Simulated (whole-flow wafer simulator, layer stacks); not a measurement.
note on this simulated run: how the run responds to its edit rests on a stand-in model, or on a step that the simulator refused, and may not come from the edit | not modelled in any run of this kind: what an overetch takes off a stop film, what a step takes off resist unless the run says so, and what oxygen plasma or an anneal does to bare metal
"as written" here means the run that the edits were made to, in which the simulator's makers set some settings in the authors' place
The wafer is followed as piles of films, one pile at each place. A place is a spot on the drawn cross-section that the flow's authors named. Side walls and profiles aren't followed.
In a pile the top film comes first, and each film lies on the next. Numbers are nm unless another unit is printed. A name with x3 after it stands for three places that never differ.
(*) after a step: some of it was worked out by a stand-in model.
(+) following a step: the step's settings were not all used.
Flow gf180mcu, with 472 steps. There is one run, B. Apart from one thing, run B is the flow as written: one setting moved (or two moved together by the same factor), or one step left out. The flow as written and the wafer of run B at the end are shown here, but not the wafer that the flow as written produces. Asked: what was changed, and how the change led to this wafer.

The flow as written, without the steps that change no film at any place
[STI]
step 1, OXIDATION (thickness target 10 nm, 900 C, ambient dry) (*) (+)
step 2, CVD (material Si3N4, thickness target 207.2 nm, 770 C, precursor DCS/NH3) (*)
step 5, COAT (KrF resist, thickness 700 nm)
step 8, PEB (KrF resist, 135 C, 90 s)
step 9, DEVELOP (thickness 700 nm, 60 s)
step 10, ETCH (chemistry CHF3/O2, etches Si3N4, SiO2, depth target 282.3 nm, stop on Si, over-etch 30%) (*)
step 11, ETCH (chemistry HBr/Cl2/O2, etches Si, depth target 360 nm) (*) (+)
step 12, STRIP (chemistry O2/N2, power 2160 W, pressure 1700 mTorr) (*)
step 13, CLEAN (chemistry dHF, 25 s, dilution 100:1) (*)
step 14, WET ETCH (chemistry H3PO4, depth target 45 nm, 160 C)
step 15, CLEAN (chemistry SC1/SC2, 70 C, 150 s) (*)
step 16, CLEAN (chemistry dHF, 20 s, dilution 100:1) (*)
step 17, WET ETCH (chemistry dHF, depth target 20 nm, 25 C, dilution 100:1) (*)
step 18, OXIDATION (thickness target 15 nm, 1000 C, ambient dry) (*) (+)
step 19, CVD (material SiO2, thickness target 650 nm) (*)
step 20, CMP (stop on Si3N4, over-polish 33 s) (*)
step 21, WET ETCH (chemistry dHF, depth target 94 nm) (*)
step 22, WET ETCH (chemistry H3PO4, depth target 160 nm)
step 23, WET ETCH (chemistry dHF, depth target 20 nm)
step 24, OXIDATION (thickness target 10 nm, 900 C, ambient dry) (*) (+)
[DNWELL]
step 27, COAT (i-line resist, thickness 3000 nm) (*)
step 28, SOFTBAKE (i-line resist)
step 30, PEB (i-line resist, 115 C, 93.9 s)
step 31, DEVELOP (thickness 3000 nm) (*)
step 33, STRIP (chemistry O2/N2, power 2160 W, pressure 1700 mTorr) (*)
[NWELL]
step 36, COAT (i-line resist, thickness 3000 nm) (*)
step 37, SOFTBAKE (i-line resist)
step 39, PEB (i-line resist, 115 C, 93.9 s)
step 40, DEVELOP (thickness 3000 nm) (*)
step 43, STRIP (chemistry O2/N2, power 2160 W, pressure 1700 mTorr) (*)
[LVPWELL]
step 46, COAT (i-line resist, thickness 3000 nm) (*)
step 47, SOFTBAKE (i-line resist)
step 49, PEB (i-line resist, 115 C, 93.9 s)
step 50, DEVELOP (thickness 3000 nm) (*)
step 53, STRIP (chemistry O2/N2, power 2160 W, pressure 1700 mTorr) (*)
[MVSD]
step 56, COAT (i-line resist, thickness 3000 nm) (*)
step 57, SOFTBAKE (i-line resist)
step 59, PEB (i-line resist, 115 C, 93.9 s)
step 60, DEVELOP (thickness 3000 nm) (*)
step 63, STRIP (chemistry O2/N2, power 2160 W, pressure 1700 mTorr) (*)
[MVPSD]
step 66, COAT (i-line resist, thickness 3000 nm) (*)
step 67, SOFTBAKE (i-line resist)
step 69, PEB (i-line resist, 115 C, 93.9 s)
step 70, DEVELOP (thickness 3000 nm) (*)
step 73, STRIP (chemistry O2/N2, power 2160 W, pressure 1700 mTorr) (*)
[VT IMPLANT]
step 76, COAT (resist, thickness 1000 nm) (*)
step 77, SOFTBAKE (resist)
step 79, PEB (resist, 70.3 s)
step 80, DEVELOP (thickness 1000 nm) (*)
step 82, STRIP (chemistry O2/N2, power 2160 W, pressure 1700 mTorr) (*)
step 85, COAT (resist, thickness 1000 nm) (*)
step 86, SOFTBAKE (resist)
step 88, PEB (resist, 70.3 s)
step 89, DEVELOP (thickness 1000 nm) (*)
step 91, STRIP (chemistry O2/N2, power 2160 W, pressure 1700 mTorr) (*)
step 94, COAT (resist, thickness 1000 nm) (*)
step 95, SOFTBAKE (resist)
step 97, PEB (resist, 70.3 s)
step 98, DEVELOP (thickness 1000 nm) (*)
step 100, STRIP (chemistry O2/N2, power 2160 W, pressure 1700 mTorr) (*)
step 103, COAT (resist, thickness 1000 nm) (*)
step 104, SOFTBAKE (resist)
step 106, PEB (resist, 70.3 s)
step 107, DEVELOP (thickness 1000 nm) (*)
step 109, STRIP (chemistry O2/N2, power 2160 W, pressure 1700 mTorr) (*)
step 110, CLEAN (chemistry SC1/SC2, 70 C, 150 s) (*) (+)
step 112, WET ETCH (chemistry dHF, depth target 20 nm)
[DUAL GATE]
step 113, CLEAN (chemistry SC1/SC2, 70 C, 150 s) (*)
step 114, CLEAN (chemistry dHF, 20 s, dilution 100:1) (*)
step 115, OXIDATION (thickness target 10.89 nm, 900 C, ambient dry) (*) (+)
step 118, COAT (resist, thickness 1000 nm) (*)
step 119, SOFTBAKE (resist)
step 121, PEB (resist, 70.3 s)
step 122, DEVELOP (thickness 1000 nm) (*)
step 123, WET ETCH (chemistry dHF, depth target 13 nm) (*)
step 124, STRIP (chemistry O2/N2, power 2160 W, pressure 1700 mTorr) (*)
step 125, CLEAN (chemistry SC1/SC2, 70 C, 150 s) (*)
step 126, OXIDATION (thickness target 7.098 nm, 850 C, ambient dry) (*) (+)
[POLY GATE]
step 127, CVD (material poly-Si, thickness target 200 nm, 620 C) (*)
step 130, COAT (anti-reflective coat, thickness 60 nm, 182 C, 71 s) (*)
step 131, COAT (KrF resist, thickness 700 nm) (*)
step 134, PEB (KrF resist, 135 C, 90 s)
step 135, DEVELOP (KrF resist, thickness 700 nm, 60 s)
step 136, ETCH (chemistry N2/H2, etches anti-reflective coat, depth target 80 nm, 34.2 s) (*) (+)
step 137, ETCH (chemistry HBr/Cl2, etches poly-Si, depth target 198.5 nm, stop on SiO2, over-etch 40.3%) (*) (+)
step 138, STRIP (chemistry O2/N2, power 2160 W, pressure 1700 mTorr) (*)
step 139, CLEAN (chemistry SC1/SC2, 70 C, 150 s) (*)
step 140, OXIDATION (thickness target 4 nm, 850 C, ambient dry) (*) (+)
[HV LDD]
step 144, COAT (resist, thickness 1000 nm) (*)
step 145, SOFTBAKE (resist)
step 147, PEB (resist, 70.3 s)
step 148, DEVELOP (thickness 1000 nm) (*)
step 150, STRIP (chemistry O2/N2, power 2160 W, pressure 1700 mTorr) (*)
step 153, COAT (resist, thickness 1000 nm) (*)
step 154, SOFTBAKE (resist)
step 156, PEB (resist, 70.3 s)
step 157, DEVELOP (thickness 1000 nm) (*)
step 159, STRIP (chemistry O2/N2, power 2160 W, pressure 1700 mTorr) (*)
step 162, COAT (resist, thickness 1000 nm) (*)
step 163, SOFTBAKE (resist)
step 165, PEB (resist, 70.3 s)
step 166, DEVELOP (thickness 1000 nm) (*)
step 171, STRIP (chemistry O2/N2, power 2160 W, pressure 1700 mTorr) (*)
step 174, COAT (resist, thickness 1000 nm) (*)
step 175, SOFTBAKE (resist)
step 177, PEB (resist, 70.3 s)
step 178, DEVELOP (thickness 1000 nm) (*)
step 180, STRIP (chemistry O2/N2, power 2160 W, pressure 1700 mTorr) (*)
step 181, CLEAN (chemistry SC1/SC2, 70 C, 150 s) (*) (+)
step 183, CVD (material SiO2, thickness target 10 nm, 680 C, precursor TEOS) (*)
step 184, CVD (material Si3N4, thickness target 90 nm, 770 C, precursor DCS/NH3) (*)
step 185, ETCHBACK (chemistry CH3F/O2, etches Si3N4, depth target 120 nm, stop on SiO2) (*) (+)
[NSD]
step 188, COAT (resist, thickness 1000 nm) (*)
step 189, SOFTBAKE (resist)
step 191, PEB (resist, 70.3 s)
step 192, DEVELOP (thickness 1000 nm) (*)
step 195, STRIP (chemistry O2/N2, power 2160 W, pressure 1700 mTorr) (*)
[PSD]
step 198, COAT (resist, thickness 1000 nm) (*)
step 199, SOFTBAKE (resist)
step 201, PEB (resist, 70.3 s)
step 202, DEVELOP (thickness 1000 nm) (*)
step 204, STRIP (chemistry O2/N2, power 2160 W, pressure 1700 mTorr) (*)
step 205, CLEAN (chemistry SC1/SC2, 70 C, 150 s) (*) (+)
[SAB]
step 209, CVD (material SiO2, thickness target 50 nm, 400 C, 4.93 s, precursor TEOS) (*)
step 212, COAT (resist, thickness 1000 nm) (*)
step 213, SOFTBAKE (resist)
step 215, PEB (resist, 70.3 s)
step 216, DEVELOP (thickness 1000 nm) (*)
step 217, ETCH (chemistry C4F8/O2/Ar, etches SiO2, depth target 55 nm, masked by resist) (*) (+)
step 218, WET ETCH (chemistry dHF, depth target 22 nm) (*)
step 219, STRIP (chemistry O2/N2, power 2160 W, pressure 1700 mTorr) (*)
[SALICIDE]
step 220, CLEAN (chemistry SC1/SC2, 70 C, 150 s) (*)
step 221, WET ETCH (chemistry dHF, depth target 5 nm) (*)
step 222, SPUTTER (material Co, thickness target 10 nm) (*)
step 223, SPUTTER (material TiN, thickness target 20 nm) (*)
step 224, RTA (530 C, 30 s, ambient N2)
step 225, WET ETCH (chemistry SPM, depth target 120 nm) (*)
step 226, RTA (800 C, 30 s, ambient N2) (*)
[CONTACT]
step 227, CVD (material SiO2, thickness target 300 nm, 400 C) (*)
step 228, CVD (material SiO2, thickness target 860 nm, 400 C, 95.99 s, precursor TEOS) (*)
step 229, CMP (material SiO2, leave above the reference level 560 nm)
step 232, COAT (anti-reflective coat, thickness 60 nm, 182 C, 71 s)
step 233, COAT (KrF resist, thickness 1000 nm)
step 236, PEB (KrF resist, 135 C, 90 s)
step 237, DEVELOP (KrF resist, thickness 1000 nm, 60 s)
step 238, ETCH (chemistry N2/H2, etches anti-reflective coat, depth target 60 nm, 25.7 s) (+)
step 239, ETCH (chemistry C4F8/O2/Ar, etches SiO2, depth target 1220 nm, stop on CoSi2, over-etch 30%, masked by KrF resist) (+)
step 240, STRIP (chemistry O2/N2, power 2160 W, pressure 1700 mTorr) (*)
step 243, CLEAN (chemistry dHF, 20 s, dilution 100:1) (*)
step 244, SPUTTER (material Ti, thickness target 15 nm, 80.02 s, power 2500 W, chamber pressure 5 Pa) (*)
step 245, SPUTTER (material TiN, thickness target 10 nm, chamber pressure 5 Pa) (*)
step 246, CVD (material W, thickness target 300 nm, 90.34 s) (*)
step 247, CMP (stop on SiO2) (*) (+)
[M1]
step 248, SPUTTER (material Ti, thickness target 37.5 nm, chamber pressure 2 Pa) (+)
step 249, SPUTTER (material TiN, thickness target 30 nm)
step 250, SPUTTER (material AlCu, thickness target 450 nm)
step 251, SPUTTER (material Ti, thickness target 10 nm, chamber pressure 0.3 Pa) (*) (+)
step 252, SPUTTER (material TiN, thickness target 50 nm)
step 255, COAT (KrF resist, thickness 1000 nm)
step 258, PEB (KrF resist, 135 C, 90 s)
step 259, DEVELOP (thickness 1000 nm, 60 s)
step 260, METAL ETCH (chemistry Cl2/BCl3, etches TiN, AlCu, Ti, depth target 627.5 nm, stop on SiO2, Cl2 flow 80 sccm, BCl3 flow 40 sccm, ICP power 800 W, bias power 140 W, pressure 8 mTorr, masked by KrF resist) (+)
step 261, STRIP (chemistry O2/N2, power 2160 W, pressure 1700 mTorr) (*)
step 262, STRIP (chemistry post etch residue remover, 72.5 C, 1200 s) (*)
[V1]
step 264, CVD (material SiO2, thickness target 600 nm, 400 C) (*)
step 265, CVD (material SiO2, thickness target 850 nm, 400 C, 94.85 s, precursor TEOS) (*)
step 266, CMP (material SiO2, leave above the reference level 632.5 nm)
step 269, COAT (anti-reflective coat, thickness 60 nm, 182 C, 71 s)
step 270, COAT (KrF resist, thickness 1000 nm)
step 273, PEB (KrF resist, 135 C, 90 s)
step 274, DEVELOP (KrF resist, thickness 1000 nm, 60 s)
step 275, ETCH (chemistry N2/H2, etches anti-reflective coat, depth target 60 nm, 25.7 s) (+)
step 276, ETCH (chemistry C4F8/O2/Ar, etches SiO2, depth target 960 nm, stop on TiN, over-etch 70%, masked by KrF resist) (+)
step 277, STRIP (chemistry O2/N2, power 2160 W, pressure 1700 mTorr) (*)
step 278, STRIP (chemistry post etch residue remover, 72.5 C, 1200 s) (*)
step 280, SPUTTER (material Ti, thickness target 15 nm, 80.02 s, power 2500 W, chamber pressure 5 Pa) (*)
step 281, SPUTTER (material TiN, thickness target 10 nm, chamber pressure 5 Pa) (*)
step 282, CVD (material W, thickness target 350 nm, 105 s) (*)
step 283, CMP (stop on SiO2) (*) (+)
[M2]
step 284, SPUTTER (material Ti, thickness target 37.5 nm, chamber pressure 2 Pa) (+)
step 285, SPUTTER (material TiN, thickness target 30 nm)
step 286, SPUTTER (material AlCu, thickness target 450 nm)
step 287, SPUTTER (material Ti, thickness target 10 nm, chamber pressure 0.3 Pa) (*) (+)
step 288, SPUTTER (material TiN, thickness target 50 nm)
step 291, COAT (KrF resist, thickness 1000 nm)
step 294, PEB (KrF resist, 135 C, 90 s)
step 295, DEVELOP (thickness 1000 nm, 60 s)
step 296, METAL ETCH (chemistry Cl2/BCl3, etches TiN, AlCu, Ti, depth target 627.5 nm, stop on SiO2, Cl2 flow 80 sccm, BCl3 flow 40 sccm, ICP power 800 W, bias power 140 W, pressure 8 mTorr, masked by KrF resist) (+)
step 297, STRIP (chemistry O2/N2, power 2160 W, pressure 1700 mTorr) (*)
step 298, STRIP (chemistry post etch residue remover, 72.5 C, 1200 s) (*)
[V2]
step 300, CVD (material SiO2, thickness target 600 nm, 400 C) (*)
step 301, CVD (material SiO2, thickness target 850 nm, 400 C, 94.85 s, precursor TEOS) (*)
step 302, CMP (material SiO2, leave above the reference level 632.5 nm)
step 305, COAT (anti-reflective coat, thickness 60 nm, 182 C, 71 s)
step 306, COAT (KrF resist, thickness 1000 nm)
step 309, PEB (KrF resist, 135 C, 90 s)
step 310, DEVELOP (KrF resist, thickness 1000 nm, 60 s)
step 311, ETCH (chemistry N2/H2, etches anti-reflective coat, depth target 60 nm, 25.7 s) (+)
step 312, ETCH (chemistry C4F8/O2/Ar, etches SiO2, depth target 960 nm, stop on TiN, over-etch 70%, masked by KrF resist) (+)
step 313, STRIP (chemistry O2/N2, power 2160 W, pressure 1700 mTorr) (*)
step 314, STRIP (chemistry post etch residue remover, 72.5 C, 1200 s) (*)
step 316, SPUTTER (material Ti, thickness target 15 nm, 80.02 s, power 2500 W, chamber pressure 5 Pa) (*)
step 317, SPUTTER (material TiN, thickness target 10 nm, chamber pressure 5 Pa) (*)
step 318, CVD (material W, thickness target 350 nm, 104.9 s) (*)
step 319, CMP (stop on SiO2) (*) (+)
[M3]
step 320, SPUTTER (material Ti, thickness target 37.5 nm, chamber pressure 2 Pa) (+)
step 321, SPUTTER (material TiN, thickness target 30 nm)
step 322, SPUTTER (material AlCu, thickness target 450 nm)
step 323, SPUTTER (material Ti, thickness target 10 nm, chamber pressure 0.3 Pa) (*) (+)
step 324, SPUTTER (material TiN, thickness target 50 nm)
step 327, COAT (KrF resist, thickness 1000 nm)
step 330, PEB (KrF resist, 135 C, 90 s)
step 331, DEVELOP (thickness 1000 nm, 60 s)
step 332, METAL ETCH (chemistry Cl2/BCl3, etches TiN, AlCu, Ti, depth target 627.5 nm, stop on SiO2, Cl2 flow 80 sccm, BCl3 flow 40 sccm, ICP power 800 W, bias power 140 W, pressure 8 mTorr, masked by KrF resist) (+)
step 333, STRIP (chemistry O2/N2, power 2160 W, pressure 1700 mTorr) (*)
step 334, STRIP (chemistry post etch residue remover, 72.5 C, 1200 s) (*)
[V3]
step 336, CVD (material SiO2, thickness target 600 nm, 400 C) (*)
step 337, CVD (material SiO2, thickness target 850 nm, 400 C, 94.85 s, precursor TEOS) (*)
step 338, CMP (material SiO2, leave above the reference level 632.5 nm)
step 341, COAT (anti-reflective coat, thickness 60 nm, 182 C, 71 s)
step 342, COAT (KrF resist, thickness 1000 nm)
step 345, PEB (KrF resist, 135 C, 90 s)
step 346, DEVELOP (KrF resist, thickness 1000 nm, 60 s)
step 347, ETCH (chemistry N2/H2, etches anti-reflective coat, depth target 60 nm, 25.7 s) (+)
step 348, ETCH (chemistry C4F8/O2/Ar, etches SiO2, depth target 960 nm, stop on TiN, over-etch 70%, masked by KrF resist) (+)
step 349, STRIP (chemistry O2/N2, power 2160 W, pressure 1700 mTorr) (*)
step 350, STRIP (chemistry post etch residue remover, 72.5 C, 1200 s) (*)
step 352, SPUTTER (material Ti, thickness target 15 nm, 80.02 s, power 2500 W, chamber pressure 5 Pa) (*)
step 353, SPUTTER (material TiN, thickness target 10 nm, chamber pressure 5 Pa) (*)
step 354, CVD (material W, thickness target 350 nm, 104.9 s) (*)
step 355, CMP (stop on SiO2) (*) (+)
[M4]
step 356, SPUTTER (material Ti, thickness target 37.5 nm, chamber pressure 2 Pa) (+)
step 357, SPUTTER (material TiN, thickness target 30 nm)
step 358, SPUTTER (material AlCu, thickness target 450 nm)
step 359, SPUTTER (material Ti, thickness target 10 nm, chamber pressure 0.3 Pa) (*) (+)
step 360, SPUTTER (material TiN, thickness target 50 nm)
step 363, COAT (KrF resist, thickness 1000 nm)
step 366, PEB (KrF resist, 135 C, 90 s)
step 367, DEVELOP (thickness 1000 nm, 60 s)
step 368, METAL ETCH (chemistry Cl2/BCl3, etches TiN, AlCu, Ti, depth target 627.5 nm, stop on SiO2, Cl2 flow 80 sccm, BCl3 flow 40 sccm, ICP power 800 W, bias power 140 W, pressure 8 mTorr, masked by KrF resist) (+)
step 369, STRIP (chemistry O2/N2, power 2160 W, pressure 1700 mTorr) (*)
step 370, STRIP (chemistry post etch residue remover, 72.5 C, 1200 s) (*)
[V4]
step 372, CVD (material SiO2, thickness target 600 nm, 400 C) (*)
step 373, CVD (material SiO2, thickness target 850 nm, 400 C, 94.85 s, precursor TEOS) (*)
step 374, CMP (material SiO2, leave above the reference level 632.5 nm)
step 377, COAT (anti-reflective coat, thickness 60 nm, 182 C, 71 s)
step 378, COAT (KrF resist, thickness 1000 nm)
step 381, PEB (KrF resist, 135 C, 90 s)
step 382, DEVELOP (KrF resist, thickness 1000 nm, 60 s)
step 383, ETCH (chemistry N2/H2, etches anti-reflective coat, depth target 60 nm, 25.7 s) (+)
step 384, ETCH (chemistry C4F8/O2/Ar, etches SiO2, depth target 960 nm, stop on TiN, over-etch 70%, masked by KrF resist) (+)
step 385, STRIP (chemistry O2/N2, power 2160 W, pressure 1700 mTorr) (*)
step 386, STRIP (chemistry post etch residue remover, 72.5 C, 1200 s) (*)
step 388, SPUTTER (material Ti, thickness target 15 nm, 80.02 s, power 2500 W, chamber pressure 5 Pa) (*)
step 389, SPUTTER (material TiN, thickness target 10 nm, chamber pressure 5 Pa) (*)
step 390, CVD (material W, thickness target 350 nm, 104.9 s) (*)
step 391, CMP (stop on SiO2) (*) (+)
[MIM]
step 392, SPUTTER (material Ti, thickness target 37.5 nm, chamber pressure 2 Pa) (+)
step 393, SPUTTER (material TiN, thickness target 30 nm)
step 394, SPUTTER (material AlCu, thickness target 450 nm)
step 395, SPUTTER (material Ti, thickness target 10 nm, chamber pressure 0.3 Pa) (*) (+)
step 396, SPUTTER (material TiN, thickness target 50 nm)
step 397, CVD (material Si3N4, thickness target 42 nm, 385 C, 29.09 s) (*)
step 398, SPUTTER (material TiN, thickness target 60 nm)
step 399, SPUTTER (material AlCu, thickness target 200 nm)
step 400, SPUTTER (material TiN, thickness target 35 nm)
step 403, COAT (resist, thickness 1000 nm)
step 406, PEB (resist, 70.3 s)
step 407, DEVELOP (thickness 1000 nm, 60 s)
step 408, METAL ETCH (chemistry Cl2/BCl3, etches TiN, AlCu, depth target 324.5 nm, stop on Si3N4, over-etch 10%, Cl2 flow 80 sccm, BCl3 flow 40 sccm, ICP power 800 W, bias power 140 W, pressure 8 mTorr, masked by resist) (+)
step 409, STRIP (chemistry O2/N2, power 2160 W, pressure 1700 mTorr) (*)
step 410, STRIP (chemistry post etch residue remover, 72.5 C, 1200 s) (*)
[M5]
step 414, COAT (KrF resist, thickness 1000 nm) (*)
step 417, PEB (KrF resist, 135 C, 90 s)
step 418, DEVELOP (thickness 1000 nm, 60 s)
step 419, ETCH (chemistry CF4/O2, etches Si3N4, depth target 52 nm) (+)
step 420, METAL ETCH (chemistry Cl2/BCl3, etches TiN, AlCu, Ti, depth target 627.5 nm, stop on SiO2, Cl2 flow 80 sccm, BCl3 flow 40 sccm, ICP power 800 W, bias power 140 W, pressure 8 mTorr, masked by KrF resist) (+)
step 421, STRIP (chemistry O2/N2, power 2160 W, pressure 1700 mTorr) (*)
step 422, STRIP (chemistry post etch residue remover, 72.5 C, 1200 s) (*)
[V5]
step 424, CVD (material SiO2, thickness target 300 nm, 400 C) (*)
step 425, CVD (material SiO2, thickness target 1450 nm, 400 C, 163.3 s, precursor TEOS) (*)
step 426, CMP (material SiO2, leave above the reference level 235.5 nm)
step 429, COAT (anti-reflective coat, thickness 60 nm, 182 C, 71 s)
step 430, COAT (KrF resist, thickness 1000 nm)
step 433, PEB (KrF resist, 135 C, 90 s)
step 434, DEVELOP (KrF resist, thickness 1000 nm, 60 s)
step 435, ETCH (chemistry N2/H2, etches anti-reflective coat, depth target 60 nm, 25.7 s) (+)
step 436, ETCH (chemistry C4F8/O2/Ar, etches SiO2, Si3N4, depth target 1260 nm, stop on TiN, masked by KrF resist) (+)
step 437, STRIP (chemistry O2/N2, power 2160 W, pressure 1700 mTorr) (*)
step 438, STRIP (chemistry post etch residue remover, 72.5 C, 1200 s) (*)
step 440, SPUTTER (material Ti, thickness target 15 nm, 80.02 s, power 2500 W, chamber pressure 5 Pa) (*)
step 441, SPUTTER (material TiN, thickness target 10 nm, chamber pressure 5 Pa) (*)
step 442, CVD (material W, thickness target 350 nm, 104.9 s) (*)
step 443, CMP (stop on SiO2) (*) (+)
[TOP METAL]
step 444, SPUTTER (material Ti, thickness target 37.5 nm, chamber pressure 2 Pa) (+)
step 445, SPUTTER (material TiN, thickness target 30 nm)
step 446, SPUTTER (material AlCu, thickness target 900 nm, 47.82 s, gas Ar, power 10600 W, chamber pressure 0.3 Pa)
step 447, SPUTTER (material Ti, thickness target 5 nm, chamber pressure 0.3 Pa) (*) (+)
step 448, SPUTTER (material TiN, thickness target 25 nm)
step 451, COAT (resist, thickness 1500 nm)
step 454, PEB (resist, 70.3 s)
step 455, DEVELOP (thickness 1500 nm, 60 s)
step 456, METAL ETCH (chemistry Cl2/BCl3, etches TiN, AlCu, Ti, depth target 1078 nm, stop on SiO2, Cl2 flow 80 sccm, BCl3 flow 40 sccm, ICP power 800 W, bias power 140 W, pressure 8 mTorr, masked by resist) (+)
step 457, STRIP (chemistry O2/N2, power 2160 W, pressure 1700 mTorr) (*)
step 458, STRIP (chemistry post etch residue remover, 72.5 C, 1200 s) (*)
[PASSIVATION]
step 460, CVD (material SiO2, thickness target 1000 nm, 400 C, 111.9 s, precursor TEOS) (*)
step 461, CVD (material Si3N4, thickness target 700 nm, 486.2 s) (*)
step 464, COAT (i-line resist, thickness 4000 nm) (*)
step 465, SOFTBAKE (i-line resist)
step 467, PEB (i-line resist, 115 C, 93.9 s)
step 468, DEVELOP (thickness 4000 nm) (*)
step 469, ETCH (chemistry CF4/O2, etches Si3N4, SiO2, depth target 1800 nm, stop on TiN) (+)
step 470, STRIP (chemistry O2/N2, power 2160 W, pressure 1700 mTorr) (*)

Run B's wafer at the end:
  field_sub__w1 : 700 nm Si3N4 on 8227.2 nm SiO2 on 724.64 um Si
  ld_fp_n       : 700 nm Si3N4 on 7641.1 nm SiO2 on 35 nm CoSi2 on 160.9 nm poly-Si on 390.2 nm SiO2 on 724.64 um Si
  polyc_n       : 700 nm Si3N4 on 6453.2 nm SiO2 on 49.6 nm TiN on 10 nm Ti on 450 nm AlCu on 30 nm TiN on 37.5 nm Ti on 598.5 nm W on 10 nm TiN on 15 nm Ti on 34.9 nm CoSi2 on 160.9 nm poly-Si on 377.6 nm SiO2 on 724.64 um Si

Cause: step 23, WET ETCH: depth target 12.8 nm was run, whereas the flow has depth target 20 nm.

Step by step, how the change led to this:
  step 23, WET ETCH (chemistry dHF, depth target 20 nm)
      field, field_sub, sti and 34 more: -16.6 SiO2 (it would be, as written: -26 SiO2)
  step 28, SOFTBAKE (i-line resist)
      ldn_fp, ldn_drn: +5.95 i-line resist (it would be, as written: +4.83 i-line resist)
      field: +3.13 i-line resist (it would be, as written: +2.45 i-line resist)
      (also at 32 further places)
  step 37, SOFTBAKE (i-line resist)
      ldn_fp, ldn_drn: +5.95 i-line resist (it would be, as written: +4.83 i-line resist)
      field: +3.13 i-line resist (it would be, as written: +2.45 i-line resist)
      (also at 32 further places)
  step 47, SOFTBAKE (i-line resist)
      ldn_fp, ldn_drn: +5.95 i-line resist (it would be, as written: +4.83 i-line resist)
      field: +3.13 i-line resist (it would be, as written: +2.45 i-line resist)
      (also at 32 further places)
  step 57, SOFTBAKE (i-line resist)
      ldn_fp, ldn_drn: +5.95 i-line resist (it would be, as written: +4.83 i-line resist)
      field: +3.13 i-line resist (it would be, as written: +2.45 i-line resist)
      (also at 32 further places)
  step 67, SOFTBAKE (i-line resist)
      ldn_fp, ldn_drn: +5.95 i-line resist (it would be, as written: +4.83 i-line resist)
      field: +3.13 i-line resist (it would be, as written: +2.45 i-line resist)
      (also at 32 further places)
  step 130, COAT (anti-reflective coat, thickness 60 nm, 182 C, 71 s) (*)
      p_well, spacer, sd_n: +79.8 anti-reflective coat (new film) (it would be, as written: +70.9 anti-reflective coat (new film))
      field: +58.5 anti-reflective coat (new film) (it would be, as written: +61.5 anti-reflective coat (new film))
      (also at 69 further places)
  step 136, ETCH (chemistry N2/H2, etches anti-reflective coat, depth target 80 nm, 34.2 s) (*) (+)
      p_well, spacer, sd_n: -79.8 anti-reflective coat (all of it), -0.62 poly-Si (it would be, as written: -70.9 anti-reflective coat (all of it), -0.85 poly-Si)
      field: -58.5 anti-reflective coat (all of it), -1.17 poly-Si (it would be, as written: -61.5 anti-reflective coat (all of it), -1.09 poly-Si)
      (also at 48 further places)
  step 138, STRIP (chemistry O2/N2, power 2160 W, pressure 1700 mTorr) (*)
      gate: +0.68 chemical SiO2 (new film), -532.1 KrF resist (all of it), -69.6 anti-reflective coat (all of it), -0.3 poly-Si (it would be, as written: +0.68 chemical SiO2 (new film), -531.7 KrF resist (all of it), -65.5 anti-reflective coat (all of it), -0.3 poly-Si)
      gate_hv: +0.68 chemical SiO2 (new film), -530.3 KrF resist (all of it), -62.5 anti-reflective coat (all of it), -0.3 poly-Si (it would be, as written: +0.68 chemical SiO2 (new film), -528.4 KrF resist (all of it), -61 anti-reflective coat (all of it), -0.3 poly-Si)
      (also at 19 further places)
  step 145, SOFTBAKE (resist)
      gate_p_hv: -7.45 resist (it would be, as written: -7.98 resist)
  step 154, SOFTBAKE (resist)
      gate_p_hv: -7.45 resist (it would be, as written: -7.98 resist)
  step 163, SOFTBAKE (resist)
      gate_p_hv: -7.45 resist (it would be, as written: -7.98 resist)
  step 175, SOFTBAKE (resist)
      gate_p_hv: -7.45 resist (it would be, as written: -7.98 resist)
  step 189, SOFTBAKE (resist)
      active_hv: -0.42 resist (it would be, as written: +2.68 resist)
      active_nat: +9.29 resist (it would be, as written: +5.49 resist)
      (also at 1 further place)
  step 199, SOFTBAKE (resist)
      active_hv: -0.42 resist (it would be, as written: +2.68 resist)
      active_nat: +9.29 resist (it would be, as written: +5.49 resist)
      (also at 1 further place)
  step 209, CVD (material SiO2, thickness target 50 nm, 400 C, 4.93 s, precursor TEOS) (*)
      ld_drn_p: +45 SiO2 (it would be, as written: +46 SiO2)
  ... 4 further steps ...
  step 229, CMP (material SiO2, leave above the reference level 560 nm)
      ldn_sep__w1, ldn_sep__w2, ldn_dft and 8 more: -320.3 SiO2 (it would be, as written: -311 SiO2)
      sti, mim_1p0, pad, dice_street, iso_nw_fld, iso_fld_sub: -306.2 SiO2 (it would be, as written: -296.8 SiO2)
      (also at 40 further places)
